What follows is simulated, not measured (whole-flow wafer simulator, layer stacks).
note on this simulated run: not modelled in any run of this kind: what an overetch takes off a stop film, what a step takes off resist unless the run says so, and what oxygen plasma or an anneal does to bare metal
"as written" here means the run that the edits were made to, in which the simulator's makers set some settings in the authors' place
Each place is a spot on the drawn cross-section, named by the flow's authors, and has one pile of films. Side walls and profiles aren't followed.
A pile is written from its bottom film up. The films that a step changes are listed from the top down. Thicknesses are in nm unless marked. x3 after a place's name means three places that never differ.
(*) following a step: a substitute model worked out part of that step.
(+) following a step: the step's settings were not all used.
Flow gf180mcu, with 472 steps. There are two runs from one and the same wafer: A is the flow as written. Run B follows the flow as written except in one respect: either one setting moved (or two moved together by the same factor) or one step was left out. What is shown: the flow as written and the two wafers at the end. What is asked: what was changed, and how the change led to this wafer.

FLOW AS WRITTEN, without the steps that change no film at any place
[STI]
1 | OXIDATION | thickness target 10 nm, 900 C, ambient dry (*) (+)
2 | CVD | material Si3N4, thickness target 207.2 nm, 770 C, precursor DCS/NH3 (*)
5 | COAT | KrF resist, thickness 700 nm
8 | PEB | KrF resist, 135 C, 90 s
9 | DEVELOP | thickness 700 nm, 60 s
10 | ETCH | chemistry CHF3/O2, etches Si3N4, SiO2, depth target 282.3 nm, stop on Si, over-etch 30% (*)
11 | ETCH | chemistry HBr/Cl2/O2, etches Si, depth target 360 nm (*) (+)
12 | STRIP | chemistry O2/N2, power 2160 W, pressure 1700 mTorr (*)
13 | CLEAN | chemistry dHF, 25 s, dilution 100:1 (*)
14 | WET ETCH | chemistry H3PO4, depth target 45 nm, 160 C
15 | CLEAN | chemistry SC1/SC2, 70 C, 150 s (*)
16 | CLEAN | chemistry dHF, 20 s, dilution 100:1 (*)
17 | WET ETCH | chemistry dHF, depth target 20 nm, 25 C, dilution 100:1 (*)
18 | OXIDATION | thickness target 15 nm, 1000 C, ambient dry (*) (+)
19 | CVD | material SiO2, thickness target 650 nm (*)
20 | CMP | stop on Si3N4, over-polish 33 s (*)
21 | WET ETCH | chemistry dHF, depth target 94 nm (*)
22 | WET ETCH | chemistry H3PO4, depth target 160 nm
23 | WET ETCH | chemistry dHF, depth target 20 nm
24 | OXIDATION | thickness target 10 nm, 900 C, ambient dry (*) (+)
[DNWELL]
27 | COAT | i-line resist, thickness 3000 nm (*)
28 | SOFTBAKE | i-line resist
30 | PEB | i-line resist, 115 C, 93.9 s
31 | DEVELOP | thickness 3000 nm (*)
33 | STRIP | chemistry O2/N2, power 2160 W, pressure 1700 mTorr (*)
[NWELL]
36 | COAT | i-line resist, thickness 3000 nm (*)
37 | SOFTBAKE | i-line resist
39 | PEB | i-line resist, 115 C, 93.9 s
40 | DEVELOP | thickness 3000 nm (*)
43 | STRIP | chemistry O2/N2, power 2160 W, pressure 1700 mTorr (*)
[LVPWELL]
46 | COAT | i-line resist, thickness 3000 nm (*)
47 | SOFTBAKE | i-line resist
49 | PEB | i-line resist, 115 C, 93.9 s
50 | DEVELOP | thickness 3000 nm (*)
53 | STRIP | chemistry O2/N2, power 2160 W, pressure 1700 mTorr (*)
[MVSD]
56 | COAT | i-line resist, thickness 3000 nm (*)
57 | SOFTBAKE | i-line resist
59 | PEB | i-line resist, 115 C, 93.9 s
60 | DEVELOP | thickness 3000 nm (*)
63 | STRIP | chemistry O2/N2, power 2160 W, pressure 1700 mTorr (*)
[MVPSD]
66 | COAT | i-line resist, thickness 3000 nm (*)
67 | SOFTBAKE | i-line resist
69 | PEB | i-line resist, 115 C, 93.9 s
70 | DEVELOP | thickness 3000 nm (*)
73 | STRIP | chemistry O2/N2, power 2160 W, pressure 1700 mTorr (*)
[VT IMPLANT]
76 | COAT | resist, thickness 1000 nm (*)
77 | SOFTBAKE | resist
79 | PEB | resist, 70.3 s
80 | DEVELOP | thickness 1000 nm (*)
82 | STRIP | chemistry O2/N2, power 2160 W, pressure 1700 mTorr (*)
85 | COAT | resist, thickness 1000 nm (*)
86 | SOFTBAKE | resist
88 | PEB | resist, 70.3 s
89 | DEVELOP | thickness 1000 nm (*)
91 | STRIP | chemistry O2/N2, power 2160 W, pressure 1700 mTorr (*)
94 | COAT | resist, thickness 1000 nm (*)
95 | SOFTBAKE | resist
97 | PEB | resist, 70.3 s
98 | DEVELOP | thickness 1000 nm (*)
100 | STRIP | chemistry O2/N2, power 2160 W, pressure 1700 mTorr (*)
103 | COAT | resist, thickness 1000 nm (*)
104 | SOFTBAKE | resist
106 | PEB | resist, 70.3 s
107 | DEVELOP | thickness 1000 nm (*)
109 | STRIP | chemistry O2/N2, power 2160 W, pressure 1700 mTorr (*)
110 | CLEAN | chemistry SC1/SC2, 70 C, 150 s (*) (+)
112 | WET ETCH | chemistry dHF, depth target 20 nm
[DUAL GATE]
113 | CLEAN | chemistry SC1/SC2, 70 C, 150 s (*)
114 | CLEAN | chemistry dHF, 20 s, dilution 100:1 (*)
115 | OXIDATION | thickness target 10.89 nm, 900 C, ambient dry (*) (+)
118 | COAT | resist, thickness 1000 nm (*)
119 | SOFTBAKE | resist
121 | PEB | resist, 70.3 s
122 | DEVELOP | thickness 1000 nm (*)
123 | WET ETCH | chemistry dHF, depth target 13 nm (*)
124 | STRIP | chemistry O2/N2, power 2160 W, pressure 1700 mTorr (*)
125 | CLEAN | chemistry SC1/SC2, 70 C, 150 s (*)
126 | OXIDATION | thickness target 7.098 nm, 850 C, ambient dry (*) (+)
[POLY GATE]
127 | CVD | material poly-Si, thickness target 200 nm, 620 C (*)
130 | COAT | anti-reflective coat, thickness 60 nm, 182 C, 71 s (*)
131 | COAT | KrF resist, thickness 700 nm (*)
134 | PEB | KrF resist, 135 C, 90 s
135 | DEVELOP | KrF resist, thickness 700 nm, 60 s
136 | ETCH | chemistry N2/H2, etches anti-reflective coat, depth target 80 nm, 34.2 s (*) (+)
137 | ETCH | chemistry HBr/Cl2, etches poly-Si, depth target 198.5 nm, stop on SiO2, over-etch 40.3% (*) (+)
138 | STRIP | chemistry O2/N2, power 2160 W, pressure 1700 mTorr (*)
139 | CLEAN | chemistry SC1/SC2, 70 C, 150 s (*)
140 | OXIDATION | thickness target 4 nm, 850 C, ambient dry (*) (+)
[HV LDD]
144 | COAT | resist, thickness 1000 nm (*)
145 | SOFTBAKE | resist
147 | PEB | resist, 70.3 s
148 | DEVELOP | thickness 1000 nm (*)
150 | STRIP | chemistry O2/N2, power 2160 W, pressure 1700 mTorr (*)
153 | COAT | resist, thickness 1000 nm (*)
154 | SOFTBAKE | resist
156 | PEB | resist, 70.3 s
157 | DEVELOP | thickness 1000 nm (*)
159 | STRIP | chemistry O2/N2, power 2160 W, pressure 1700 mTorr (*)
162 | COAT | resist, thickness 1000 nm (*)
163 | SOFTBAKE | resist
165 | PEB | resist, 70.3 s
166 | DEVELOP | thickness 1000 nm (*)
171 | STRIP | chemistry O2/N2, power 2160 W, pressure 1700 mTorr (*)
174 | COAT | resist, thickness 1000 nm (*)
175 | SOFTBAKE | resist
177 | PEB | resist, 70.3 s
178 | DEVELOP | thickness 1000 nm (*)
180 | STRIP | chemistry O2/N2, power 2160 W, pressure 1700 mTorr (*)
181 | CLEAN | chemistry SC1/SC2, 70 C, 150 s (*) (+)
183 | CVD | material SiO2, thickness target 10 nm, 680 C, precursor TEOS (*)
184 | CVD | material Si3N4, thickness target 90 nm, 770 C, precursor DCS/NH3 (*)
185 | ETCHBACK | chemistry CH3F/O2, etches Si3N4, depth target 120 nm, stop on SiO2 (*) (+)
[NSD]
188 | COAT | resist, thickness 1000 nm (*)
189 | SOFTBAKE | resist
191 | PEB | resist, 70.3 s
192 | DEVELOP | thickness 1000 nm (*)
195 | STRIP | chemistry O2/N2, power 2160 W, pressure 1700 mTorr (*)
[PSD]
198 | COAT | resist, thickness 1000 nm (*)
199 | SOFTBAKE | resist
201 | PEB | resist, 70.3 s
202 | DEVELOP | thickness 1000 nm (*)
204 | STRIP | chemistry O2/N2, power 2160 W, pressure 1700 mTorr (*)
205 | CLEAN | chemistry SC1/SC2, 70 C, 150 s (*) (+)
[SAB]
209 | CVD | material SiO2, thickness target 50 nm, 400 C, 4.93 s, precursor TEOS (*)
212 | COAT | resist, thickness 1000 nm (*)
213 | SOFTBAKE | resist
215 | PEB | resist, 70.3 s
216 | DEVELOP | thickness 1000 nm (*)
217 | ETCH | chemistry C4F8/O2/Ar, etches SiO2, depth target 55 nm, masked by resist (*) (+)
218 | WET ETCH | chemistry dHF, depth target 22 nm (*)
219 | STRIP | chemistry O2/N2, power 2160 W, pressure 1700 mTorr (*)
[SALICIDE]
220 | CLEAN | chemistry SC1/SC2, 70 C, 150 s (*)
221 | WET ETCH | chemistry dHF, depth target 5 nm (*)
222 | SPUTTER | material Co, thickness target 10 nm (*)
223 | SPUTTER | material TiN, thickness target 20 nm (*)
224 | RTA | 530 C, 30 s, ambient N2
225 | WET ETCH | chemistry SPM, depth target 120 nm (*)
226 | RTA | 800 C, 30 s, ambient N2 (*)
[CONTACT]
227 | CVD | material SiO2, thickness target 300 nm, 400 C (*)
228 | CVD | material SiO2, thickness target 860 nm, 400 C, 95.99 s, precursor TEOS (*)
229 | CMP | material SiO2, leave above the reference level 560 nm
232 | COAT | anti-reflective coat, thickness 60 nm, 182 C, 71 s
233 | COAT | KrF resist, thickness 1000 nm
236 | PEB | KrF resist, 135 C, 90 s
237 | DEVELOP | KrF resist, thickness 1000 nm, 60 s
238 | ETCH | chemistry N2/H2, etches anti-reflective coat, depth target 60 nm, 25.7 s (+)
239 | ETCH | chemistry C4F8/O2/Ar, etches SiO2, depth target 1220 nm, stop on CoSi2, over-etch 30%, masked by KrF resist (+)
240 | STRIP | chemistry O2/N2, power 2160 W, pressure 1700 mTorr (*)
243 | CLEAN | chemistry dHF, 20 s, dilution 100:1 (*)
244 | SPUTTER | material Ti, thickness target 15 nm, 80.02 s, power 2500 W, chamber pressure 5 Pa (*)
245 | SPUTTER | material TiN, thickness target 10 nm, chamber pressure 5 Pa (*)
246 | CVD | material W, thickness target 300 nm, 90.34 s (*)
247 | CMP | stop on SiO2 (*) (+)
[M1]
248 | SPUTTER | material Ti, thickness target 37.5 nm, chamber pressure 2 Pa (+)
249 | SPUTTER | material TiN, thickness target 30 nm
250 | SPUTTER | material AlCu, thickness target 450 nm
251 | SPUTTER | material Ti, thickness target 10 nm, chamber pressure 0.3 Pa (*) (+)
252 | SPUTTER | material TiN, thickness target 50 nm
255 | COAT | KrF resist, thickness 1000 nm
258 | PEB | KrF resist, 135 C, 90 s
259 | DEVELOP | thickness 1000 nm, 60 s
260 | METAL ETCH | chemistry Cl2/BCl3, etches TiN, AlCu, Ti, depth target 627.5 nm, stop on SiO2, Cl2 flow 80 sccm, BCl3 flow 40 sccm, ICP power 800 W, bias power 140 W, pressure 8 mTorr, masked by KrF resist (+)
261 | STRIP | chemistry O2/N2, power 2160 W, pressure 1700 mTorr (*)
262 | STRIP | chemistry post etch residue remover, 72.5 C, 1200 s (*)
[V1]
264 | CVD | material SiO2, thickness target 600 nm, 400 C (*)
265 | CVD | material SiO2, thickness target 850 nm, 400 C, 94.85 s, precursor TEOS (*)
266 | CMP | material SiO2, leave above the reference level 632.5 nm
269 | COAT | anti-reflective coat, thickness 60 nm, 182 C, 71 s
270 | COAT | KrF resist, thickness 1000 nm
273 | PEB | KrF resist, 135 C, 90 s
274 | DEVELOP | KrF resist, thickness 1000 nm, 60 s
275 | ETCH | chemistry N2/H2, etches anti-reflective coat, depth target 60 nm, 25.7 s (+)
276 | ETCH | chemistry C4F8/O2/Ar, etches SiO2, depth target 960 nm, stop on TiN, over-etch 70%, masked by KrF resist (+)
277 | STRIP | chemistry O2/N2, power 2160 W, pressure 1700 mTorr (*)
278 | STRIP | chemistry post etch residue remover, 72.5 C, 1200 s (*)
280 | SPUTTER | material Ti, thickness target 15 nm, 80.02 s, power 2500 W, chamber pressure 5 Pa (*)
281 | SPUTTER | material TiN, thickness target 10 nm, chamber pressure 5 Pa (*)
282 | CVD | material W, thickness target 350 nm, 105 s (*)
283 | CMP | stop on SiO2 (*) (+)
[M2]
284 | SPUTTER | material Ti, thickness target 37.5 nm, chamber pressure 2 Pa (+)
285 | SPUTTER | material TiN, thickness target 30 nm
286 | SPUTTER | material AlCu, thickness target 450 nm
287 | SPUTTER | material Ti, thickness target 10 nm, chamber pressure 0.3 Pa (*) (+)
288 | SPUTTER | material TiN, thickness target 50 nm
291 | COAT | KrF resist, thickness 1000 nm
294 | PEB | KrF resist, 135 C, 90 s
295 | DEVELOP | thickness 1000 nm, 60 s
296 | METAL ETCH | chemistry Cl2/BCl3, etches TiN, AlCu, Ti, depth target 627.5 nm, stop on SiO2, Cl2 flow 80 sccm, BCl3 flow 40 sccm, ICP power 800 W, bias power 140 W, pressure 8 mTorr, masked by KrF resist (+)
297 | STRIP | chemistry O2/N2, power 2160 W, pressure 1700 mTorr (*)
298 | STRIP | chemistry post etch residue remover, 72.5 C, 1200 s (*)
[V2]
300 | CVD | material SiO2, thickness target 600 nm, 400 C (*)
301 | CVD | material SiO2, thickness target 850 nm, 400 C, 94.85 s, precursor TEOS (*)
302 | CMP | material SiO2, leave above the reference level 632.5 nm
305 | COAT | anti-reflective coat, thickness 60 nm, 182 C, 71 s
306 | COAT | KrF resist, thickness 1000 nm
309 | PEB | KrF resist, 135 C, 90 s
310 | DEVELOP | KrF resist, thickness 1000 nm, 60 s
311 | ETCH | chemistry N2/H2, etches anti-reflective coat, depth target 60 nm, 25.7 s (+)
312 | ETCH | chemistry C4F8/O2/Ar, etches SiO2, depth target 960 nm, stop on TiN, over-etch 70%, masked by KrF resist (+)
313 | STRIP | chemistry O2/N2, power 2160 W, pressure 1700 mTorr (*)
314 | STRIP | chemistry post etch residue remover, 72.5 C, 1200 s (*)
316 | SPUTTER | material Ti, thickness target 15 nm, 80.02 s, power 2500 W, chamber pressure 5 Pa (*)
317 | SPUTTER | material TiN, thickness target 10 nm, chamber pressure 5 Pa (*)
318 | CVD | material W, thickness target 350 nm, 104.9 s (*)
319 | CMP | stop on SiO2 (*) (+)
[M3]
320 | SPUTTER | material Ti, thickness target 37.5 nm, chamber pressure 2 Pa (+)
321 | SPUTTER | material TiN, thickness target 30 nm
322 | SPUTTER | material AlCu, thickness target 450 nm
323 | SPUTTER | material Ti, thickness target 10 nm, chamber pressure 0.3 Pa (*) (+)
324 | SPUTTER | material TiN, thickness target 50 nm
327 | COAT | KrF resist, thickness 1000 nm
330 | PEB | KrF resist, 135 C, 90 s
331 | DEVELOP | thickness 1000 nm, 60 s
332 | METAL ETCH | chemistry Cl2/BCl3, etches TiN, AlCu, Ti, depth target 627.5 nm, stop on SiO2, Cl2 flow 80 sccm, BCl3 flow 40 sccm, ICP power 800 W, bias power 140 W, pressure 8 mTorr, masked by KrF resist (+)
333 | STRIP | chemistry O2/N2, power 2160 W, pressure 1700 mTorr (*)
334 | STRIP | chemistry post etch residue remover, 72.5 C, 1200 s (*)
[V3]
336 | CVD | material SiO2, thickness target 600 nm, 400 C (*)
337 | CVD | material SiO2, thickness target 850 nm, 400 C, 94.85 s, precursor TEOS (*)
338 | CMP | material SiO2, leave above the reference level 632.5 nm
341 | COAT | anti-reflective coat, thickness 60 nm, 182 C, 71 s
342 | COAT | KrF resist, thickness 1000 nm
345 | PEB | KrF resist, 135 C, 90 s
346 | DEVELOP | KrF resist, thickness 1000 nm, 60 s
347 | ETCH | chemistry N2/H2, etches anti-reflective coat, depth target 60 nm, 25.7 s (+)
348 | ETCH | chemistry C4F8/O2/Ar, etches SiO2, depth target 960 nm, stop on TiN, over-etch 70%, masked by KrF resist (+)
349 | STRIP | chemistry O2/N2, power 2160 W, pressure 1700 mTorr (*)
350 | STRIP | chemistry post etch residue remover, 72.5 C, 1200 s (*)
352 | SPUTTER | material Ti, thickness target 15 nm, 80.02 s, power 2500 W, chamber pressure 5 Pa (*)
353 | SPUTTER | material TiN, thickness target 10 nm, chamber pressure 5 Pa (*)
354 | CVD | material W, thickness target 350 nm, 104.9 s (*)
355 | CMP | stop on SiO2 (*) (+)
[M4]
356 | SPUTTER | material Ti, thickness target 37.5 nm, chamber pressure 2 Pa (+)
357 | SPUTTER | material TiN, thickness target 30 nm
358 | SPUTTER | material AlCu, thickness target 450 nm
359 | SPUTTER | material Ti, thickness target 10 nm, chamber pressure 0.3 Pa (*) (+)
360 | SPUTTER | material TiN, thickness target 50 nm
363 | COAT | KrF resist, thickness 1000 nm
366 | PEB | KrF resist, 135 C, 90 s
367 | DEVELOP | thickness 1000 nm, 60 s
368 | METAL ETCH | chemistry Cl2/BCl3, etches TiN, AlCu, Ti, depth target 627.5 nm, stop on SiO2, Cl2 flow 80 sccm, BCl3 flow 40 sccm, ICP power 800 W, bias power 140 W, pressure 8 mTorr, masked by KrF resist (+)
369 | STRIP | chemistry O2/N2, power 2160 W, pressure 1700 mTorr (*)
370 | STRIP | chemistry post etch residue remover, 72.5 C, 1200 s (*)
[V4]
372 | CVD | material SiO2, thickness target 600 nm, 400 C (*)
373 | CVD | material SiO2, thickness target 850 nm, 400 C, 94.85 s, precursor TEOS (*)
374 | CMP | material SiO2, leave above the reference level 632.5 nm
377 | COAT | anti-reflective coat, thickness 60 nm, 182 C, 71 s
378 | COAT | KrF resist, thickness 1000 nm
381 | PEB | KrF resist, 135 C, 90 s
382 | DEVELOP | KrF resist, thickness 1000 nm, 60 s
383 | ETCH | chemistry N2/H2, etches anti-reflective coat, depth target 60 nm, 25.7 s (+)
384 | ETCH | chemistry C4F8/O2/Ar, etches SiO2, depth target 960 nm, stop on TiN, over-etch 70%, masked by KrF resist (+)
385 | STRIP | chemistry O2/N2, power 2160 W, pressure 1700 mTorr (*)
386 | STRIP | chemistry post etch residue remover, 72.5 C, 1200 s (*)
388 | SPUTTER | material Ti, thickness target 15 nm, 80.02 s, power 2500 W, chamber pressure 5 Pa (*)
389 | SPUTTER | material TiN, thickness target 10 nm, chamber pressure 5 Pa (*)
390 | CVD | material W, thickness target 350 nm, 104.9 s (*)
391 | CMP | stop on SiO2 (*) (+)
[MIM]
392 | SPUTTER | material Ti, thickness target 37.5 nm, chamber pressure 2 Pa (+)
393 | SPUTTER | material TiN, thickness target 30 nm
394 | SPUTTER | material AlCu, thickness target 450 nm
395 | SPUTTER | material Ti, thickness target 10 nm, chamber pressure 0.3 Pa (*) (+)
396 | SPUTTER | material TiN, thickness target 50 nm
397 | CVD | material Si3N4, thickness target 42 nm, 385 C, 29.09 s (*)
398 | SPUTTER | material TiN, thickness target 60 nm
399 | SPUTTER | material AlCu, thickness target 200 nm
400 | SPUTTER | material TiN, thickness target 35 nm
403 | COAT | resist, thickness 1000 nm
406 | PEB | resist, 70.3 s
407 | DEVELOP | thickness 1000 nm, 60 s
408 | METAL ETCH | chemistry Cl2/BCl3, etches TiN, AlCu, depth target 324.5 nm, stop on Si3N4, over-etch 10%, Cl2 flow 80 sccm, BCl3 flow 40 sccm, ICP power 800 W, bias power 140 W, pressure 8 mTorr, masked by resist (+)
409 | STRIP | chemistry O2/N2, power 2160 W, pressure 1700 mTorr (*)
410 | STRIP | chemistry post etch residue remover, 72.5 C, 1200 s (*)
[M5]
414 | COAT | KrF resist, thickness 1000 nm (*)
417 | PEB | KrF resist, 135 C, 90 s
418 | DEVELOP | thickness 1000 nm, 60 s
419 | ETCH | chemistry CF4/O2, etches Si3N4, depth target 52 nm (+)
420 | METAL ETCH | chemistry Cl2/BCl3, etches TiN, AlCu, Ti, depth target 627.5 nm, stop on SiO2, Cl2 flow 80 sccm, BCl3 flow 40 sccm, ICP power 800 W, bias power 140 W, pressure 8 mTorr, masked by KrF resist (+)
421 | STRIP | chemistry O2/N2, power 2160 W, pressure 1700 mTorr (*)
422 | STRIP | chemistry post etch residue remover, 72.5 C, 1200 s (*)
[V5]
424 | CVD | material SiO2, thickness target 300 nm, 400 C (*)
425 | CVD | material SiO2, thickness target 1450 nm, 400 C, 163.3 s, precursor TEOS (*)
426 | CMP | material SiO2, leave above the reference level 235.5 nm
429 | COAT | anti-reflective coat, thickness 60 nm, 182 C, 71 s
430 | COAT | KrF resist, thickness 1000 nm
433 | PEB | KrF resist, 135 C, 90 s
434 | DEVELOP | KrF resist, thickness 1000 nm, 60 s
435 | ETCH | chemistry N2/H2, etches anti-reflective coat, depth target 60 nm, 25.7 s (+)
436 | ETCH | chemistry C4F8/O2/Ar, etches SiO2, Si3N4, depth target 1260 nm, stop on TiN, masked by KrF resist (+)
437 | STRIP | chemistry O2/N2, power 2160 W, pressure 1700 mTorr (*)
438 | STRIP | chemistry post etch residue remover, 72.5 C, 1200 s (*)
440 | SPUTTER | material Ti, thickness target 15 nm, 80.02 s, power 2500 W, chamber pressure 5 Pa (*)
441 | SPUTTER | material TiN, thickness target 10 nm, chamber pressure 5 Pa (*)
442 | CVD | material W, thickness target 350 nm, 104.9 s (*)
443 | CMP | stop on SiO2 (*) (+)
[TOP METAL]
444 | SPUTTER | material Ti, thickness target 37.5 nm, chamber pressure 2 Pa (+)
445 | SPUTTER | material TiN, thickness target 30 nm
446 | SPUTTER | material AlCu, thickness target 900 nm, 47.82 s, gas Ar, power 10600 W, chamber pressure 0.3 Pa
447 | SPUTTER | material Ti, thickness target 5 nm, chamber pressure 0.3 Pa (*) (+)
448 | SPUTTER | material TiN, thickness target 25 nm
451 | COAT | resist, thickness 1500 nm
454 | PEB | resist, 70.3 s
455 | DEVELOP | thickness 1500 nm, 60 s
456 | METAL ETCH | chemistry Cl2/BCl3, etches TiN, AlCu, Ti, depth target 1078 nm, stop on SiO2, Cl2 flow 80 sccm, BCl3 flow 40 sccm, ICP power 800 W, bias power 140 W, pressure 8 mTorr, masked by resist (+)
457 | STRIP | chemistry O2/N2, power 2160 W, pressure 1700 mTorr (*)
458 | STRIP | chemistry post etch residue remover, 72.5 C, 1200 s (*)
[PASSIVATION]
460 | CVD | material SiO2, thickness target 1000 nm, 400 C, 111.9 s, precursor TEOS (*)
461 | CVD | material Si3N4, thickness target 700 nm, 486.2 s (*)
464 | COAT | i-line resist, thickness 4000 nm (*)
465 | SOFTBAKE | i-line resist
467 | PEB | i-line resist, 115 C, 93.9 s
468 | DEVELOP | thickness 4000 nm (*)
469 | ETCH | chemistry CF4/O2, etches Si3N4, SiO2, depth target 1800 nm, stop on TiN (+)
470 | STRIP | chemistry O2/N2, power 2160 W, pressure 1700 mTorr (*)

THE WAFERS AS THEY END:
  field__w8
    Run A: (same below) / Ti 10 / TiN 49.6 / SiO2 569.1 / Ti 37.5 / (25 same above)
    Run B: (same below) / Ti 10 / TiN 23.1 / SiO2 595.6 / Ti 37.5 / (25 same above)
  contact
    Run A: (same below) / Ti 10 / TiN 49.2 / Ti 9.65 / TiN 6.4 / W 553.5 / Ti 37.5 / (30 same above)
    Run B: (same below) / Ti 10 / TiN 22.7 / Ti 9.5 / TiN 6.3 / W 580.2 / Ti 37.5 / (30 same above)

The reason: step 288, SPUTTER: thickness target 23.5 nm was run, though the flow has thickness target 50 nm.

Step by step, how the change led to this:
  288 | SPUTTER | material TiN, thickness target 50 nm
      field, field__w1, field__w2 and 108 more: A +50 TiN (new film) | B +23.5 TiN (new film)
  296 | METAL ETCH | chemistry Cl2/BCl3, etches TiN, AlCu, Ti, depth target 627.5 nm, stop on SiO2, Cl2 flow 80 sccm, BCl3 flow 40 sccm, ICP power 800 W, bias power 140 W, pressure 8 mTorr, masked by KrF resist (+)
      field, field__w1, field__w2 and 103 more: A -50 TiN (all of it), -10 Ti (all of it), -450 AlCu (all of it), -30 TiN (all of it), -37.5 Ti (all of it) | B -23.5 TiN (all of it), -10 Ti (all of it), -450 AlCu (all of it), -30 TiN (all of it), -37.5 Ti (all of it)
  302 | CMP | material SiO2, leave above the reference level 632.5 nm
      field__w8, contact, m1, m1__w1, m1_nw: A -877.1 SiO2 | B -850.6 SiO2
  312 | ETCH | chemistry C4F8/O2/Ar, etches SiO2, depth target 960 nm, stop on TiN, over-etch 70%, masked by KrF resist (+)
      contact: A -572.5 SiO2 (all of it) | B -599 SiO2 (all of it)
  318 | CVD | material W, thickness target 350 nm, 104.9 s (*)
      contact: A +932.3 W (new film) | B +959 W (new film)
